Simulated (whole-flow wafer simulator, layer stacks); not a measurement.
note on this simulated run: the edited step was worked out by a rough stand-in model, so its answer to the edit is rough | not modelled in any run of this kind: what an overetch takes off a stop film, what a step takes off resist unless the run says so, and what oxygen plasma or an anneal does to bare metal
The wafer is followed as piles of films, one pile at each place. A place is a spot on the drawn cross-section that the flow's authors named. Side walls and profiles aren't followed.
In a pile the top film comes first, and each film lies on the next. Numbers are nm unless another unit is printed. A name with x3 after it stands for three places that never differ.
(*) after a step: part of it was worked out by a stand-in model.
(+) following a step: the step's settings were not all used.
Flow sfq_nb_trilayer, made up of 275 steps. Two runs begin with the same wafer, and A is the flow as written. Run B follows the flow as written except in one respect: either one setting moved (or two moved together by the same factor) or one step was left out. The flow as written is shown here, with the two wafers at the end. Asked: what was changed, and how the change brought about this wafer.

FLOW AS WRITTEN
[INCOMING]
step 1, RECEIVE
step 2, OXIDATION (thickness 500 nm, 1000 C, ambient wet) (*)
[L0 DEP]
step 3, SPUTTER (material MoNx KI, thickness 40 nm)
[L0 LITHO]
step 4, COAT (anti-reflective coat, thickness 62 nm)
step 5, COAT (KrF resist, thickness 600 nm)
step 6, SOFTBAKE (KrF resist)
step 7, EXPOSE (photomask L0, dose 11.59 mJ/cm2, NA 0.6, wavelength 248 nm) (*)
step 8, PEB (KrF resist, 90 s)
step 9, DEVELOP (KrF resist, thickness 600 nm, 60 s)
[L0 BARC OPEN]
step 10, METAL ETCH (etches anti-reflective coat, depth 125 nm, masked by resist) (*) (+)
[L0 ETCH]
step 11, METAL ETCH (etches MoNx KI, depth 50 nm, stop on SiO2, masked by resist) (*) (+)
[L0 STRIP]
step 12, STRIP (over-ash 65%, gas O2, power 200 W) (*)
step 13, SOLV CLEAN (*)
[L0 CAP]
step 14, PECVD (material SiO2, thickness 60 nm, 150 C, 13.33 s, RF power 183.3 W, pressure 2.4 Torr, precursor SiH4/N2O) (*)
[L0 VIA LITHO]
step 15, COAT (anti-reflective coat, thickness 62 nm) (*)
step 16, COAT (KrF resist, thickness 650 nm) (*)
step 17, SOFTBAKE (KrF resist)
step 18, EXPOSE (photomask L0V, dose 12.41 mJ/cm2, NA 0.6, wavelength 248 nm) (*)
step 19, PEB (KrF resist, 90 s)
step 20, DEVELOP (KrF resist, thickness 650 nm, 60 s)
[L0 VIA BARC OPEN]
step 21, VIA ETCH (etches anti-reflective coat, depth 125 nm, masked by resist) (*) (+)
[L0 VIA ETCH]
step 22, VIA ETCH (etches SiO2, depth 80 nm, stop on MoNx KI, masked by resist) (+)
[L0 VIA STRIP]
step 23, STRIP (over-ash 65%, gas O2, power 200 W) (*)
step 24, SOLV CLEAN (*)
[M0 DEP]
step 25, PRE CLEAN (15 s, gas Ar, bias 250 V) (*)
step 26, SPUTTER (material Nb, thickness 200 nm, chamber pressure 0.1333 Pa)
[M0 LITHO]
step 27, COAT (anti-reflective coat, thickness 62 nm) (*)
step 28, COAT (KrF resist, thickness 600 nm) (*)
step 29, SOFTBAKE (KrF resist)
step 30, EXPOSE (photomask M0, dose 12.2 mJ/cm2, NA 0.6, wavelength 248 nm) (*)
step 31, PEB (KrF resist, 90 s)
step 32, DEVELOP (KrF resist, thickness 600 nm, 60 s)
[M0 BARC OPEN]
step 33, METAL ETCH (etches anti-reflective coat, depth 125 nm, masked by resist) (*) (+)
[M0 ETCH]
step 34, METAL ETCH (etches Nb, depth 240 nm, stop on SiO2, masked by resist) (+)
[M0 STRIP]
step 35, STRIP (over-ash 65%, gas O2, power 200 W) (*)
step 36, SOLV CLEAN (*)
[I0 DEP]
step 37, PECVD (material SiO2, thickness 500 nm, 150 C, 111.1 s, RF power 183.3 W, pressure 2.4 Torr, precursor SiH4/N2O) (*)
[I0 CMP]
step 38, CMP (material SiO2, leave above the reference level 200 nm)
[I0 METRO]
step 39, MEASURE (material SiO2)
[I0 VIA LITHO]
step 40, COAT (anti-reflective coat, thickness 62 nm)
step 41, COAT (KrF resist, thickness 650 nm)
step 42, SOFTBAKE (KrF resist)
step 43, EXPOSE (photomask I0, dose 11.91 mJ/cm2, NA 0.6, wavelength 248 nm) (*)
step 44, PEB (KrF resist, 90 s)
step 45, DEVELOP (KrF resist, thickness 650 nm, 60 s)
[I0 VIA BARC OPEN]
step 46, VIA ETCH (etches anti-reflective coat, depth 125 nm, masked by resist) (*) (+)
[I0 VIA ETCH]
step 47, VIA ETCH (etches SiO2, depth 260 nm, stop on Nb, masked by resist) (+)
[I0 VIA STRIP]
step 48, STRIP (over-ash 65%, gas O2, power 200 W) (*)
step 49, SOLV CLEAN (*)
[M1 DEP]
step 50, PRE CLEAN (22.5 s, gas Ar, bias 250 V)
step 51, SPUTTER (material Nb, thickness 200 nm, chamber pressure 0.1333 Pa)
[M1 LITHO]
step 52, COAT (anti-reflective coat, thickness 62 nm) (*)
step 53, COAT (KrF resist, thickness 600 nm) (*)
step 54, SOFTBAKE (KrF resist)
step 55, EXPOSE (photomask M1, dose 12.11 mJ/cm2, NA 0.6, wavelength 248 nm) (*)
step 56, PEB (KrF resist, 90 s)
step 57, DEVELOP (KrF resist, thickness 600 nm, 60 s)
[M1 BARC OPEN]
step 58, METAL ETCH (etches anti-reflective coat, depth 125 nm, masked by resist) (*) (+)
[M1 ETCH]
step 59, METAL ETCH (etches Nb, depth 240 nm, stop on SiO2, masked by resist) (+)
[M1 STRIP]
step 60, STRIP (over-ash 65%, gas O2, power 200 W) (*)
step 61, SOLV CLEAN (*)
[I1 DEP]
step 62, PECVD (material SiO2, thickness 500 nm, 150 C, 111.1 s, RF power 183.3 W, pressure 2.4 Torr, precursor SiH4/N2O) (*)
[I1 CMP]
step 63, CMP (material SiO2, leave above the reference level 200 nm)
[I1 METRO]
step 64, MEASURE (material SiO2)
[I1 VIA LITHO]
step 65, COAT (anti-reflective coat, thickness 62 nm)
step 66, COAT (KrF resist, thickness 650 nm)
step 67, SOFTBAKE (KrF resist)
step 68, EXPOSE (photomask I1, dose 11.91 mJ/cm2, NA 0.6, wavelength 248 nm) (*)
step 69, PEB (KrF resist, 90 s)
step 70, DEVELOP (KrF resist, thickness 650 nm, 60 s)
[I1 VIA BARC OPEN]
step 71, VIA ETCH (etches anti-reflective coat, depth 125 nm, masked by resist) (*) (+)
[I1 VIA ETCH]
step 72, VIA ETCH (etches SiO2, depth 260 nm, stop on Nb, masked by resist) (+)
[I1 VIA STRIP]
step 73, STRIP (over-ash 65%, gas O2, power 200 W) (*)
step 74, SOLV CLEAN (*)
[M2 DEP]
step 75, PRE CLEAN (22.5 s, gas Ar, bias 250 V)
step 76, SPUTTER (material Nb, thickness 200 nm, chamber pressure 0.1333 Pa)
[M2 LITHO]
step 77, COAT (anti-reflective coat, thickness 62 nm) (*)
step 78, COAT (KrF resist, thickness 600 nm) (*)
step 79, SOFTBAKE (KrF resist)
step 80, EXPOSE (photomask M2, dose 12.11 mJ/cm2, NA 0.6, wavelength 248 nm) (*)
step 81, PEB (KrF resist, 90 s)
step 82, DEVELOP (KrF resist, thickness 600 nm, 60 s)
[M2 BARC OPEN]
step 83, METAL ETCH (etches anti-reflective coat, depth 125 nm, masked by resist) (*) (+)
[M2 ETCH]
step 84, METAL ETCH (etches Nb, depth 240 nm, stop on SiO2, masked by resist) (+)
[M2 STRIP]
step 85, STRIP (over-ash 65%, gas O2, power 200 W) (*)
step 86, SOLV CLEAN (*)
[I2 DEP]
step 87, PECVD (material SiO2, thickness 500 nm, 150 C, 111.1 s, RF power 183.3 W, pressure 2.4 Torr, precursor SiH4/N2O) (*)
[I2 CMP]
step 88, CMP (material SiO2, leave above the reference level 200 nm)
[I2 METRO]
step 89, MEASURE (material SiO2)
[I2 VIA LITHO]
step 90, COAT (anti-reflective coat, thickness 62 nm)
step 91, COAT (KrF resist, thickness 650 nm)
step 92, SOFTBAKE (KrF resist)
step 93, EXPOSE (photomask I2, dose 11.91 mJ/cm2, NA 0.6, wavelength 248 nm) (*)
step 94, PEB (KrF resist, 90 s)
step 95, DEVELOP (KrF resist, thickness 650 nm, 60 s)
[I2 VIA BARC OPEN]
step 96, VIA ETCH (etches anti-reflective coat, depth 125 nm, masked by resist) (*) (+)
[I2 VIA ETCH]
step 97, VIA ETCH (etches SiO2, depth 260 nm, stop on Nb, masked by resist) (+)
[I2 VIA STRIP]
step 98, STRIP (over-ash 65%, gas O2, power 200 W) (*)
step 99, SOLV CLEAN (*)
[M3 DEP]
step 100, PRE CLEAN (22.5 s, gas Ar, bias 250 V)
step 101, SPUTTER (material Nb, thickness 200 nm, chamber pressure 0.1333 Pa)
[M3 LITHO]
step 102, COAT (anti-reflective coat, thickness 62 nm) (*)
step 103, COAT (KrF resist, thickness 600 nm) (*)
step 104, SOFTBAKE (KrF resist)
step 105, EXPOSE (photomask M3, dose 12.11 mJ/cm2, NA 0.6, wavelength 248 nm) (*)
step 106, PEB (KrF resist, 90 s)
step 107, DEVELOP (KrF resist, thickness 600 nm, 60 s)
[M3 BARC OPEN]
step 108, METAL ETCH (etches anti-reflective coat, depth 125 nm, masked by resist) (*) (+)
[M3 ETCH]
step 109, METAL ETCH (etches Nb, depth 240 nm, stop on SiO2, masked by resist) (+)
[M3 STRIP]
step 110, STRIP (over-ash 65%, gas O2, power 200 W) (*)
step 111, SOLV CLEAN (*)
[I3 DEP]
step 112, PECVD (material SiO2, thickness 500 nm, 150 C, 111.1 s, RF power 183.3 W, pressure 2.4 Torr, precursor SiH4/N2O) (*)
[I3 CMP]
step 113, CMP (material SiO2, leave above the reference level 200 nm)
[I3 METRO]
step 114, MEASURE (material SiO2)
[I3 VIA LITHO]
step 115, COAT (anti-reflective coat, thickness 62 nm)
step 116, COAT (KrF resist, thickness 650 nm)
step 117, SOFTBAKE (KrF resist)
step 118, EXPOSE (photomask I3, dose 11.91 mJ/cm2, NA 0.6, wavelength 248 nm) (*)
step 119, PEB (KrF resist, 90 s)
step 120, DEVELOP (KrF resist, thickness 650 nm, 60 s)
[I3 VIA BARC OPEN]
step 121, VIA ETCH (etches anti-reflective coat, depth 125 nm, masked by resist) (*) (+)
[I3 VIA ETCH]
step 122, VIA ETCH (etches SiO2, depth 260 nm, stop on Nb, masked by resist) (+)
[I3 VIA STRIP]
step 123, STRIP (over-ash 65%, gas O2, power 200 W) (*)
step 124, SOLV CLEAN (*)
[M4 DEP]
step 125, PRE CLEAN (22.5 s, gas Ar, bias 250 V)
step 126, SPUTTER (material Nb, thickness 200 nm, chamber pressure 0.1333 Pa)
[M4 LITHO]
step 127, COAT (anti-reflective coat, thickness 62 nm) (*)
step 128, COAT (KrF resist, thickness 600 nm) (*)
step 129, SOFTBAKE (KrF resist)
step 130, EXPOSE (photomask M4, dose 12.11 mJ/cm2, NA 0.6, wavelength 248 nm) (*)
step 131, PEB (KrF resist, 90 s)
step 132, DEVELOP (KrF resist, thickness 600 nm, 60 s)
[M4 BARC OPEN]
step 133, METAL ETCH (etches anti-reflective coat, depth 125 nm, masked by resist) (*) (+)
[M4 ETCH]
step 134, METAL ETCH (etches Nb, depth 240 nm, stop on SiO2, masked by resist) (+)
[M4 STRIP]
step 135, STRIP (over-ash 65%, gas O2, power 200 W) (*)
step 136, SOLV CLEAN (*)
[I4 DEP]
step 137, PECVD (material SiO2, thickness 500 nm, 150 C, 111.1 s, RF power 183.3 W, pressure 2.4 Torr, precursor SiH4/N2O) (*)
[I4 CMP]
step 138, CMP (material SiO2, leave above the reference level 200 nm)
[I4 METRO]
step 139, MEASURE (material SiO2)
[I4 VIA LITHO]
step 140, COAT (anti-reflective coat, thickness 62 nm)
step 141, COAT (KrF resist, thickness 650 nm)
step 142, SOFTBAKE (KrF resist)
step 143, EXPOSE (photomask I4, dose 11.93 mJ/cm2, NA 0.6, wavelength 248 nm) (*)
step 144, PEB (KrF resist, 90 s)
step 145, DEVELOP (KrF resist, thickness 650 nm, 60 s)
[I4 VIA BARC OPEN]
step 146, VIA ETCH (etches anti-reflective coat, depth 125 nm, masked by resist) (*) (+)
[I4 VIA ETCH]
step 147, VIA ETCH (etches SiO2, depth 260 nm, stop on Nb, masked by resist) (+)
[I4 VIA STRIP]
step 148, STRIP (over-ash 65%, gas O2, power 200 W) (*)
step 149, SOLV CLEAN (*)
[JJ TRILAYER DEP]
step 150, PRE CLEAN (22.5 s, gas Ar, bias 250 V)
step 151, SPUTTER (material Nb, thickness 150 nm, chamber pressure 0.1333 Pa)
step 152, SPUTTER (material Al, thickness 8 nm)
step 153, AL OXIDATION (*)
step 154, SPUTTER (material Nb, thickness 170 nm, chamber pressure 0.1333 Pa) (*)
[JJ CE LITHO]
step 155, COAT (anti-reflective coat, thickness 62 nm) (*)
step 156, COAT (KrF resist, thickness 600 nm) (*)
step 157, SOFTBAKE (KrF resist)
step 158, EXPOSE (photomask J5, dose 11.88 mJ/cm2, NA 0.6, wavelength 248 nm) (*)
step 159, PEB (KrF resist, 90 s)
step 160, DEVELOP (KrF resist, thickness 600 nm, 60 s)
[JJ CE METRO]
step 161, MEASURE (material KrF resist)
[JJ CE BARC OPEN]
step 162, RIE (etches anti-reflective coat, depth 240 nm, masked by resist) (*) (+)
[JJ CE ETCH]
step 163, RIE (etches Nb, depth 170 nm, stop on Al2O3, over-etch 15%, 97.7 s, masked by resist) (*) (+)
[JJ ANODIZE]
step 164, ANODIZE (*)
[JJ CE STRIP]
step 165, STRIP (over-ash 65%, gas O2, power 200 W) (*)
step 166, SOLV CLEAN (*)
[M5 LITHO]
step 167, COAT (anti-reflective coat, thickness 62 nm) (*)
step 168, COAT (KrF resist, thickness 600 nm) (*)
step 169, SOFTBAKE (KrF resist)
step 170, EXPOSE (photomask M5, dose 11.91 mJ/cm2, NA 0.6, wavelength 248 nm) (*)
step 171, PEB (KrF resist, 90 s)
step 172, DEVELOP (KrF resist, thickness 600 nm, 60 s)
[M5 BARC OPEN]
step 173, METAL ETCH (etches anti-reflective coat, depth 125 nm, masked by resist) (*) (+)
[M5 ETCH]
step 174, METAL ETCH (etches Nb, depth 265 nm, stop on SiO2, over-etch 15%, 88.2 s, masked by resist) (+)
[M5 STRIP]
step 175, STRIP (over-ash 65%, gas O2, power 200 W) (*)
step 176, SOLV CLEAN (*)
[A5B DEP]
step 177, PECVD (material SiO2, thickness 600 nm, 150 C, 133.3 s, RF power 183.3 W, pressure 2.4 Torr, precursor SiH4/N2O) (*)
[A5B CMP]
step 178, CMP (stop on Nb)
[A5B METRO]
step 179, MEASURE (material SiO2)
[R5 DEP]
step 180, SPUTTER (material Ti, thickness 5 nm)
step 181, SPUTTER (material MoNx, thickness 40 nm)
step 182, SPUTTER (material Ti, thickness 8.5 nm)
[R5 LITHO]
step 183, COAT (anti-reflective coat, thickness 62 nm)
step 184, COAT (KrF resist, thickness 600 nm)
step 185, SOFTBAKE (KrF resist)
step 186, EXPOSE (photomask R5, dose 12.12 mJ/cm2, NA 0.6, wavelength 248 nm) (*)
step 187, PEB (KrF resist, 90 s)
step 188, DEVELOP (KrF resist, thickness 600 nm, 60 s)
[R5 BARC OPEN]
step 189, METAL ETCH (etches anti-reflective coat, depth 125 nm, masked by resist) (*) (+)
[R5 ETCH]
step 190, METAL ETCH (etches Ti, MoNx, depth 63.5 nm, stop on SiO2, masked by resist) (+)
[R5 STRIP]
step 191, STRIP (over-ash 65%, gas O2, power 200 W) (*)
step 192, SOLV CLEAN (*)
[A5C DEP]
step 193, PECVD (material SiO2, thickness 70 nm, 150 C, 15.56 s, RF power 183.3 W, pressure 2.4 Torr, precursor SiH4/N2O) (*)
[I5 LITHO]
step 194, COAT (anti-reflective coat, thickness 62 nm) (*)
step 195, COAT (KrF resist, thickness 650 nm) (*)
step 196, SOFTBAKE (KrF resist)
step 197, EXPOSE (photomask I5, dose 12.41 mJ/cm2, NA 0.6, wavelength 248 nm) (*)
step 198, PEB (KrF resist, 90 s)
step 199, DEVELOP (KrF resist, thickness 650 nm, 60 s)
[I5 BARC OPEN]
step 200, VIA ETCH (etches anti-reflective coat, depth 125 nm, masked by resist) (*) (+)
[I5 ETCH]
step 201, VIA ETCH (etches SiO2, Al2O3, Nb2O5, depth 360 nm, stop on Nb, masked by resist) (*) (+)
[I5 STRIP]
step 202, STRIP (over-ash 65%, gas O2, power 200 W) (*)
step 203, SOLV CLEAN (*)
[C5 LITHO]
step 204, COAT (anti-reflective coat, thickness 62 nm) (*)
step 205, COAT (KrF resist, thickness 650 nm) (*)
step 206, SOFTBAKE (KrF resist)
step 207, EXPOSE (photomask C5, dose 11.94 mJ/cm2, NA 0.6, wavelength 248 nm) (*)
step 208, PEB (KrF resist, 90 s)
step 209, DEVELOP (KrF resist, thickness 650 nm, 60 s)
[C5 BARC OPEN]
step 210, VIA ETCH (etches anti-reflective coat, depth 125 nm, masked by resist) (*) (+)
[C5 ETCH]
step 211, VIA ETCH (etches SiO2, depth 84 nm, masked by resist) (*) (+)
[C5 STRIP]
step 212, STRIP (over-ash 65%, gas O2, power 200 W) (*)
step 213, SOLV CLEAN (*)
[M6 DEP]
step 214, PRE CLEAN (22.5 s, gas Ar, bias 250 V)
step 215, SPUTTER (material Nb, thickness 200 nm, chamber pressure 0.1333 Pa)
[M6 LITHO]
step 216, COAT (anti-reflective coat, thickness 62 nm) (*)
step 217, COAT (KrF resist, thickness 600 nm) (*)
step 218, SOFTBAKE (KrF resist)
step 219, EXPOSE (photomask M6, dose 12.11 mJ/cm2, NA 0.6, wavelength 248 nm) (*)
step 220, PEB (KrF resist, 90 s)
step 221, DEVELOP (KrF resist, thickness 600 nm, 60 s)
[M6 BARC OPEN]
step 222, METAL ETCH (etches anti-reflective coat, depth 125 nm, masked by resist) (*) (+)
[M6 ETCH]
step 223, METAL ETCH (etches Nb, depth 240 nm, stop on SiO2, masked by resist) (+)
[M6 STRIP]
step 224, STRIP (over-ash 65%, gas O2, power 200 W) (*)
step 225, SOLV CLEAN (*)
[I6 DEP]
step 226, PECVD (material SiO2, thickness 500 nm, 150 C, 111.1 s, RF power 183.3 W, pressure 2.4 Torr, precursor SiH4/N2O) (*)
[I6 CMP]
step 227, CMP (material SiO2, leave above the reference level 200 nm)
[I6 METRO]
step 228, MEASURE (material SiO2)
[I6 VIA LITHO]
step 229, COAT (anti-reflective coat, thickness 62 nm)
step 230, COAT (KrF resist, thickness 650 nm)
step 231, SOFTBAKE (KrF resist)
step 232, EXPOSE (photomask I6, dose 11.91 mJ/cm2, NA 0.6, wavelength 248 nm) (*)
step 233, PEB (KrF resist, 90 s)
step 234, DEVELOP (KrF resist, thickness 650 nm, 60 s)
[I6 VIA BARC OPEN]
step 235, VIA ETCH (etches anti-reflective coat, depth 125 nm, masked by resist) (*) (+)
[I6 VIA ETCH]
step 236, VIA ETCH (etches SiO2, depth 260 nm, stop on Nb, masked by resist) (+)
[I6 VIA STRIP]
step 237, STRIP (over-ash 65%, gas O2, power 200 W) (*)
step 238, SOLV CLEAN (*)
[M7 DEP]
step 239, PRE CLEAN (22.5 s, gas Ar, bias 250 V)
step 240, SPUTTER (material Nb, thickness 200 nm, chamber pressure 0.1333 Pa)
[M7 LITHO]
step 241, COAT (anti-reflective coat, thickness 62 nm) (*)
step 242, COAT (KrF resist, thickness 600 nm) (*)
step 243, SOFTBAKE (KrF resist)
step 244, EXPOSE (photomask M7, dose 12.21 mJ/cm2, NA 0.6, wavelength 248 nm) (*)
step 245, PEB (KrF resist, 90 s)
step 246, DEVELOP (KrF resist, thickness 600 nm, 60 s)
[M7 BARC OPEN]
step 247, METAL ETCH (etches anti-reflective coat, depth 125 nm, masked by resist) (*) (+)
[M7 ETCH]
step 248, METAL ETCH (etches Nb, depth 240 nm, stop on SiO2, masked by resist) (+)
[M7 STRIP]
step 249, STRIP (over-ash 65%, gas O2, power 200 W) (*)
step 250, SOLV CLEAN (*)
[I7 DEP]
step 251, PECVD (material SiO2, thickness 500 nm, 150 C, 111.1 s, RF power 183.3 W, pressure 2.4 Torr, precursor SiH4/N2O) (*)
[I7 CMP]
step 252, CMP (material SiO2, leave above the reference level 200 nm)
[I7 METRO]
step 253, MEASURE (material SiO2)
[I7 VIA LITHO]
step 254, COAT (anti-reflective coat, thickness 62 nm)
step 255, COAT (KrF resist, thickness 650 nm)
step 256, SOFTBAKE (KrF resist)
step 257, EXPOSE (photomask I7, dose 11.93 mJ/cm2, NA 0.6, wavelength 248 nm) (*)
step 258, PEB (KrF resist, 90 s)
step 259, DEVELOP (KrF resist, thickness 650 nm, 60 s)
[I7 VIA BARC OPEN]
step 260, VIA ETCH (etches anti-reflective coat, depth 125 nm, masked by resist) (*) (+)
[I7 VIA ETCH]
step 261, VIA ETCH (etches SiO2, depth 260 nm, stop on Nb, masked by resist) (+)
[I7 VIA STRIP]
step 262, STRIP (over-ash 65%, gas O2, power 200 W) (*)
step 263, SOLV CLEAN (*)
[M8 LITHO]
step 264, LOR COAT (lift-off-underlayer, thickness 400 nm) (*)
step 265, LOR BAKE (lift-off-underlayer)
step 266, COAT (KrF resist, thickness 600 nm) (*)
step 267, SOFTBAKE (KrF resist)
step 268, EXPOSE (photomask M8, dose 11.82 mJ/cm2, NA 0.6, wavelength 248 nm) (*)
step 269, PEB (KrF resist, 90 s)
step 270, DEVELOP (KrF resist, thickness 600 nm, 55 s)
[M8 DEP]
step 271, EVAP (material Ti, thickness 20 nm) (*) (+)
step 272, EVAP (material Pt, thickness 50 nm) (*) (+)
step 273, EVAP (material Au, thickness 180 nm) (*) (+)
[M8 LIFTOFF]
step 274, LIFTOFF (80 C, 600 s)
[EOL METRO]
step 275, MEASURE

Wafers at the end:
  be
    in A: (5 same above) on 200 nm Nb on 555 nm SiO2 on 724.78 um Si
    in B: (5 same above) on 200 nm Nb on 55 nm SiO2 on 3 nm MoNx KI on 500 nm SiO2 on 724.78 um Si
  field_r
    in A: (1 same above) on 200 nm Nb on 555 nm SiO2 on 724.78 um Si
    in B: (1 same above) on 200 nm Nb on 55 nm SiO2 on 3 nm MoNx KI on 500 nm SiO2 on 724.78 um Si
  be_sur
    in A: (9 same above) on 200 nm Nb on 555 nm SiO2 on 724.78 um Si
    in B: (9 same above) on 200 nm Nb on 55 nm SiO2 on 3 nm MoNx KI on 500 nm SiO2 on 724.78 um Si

What caused this: step 11, METAL ETCH: depth 37 nm was run, though the flow has depth 50 nm.

Step by step, how the change led to this:
  step 11, METAL ETCH (etches MoNx KI, depth 50 nm, stop on SiO2, masked by resist) (*) (+)
      v_sur, via_wl, via_w and 97 more: A MoNx KI loses 40 (all of it) | B MoNx KI loses 37
      field_l, l0_sur, l0v, l0r_line_l, l0r_line_c, l0r_line_r: A KrF resist loses 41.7 | B KrF resist loses 30.8
  step 12, STRIP (over-ash 65%, gas O2, power 200 W) (*)
      field_l, l0_sur, l0v, l0r_line_l, l0r_line_c, l0r_line_r: A KrF resist loses 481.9 (all of it), anti-reflective coat loses 62 (all of it) | B KrF resist loses 492.7 (all of it), anti-reflective coat loses 62 (all of it)
  step 14, PECVD (material SiO2, thickness 60 nm, 150 C, 13.33 s, RF power 183.3 W, pressure 2.4 Torr, precursor SiH4/N2O) (*)
      v_sur, via_wl, via_w and 97 more: A SiO2 gains 60 | B SiO2 gains 60 (new film)
If metal films that touch count as one body, be has 4 bodies (between them, from the top down: SiO2 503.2; SiO2 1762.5; SiO2 55); the flow as written gives 3 bodies (between them, from the top down: SiO2 503.2; SiO2 1762.5).
If metal films that touch count as one body, field_r has 2 bodies (between them, from the top down: SiO2 55); the flow as written gives 1 body.
If metal films that touch count as one body, be_sur has 5 bodies (between them, from the top down: SiO2 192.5; SiO2 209 / Al2O3 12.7 / Nb2O5 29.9; SiO2 1762.5; SiO2 55); the flow as written gives 4 bodies (between them, from the top down: SiO2 192.5; SiO2 209 / Al2O3 12.7 / Nb2O5 29.9; SiO2 1762.5).
